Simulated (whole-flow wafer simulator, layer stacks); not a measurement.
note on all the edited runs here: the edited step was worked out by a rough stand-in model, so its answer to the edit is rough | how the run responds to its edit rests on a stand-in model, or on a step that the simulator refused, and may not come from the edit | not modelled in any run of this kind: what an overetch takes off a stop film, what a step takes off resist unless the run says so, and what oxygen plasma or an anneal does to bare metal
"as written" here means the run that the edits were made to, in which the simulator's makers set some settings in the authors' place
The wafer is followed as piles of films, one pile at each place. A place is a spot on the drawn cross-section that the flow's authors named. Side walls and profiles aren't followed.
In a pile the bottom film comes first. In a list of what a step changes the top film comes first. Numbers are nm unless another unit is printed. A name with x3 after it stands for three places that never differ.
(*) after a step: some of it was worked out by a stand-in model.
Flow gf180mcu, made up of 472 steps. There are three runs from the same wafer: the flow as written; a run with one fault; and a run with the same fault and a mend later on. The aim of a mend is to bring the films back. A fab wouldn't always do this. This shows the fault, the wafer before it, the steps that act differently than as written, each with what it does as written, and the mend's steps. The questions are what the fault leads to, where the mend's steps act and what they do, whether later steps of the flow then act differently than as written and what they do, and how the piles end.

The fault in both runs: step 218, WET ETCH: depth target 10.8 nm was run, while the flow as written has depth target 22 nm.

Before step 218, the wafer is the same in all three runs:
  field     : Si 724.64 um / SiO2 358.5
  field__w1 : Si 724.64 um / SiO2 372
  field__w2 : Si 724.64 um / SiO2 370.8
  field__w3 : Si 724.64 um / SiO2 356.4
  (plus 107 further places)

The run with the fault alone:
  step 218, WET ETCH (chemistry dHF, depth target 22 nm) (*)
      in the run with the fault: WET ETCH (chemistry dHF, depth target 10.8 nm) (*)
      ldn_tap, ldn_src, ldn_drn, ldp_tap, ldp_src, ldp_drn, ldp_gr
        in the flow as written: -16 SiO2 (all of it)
        in the run with the fault: -11.3 SiO2
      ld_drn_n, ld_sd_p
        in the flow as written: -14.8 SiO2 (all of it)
        in the run with the fault: -11 SiO2
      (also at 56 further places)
  Steps further on in the flow that do not act as written (5 other steps are not shown; they differ only slightly, by no more than 2% or 0.5 nm, whichever is larger):
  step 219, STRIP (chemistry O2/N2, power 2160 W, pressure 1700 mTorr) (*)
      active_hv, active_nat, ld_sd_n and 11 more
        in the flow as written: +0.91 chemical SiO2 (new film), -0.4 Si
        in the run with the fault: nothing
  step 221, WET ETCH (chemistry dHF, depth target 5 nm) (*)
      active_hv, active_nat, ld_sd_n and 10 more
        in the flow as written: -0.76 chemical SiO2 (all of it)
        in the run with the fault: -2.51 SiO2
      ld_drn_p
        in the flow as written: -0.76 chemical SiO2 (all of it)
        in the run with the fault: -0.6 SiO2 (all of it)
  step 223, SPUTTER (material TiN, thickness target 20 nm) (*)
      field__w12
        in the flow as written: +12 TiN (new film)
        in the run with the fault: +12.7 TiN (new film)
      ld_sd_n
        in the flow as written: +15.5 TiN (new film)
        in the run with the fault: +16.3 TiN (new film)
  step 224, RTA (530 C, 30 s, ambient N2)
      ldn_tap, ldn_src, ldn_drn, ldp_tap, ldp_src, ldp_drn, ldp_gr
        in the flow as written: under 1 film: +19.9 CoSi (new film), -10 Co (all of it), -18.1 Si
        in the run with the fault: nothing
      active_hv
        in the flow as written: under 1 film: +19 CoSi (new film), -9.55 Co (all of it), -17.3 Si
        in the run with the fault: nothing
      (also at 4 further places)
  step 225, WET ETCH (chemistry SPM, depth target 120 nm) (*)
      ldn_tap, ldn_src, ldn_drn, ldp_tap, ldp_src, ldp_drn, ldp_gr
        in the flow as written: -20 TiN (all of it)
        in the run with the fault: -20 TiN (all of it), -10 Co (all of it)
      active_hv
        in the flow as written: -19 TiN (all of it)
        in the run with the fault: -19 TiN (all of it), -9.55 Co (all of it)
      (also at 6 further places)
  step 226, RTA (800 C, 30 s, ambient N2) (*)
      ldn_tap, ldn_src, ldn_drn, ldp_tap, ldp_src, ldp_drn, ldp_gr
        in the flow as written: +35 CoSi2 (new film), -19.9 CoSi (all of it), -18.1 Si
        in the run with the fault: nothing
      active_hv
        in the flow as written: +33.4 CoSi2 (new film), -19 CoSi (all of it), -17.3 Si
        in the run with the fault: nothing
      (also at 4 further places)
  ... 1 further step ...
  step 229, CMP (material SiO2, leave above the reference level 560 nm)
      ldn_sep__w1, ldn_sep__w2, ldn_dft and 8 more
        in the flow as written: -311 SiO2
        in the run with the fault: -323.4 SiO2
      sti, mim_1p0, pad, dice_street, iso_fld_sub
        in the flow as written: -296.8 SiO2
        in the run with the fault: -309.2 SiO2
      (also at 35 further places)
  By the end, the piles at active_hv, active_nat, ld_drn_n and 9 more depart from the flow's by more than 2% or 0.5 nm, whichever is larger.
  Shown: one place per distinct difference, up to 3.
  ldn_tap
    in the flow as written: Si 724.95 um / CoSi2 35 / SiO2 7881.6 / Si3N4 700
    in the run with the fault: Si 724.98 um / SiO2 7879.7 / Si3N4 700
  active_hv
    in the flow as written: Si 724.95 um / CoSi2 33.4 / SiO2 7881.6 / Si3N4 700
    in the run with the fault: Si 724.98 um / SiO2 7879.7 / Si3N4 700
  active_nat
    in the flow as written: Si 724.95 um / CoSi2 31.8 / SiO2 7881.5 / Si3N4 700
    in the run with the fault: Si 724.98 um / SiO2 7879.7 / Si3N4 700

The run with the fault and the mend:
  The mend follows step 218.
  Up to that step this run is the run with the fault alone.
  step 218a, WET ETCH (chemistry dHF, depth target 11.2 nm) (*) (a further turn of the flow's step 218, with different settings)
      field, field__w1, field__w2 and 47 more
        -11.2 SiO2
      ldn_tap, ldp_src, ldp_drn, ldp_gr
        -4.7 SiO2 (all of it)
      ldn_src, ldn_drn, ldp_tap
        -4.69 SiO2 (all of it)
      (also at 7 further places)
  None of the later steps of the flow differs from how it acts as written, at any place that is followed, by more than 2% or 0.5 nm, whichever is larger.
  The piles end only slightly different from the flow's at the places that both follow, by no more than 2% or 0.5 nm, whichever is larger.
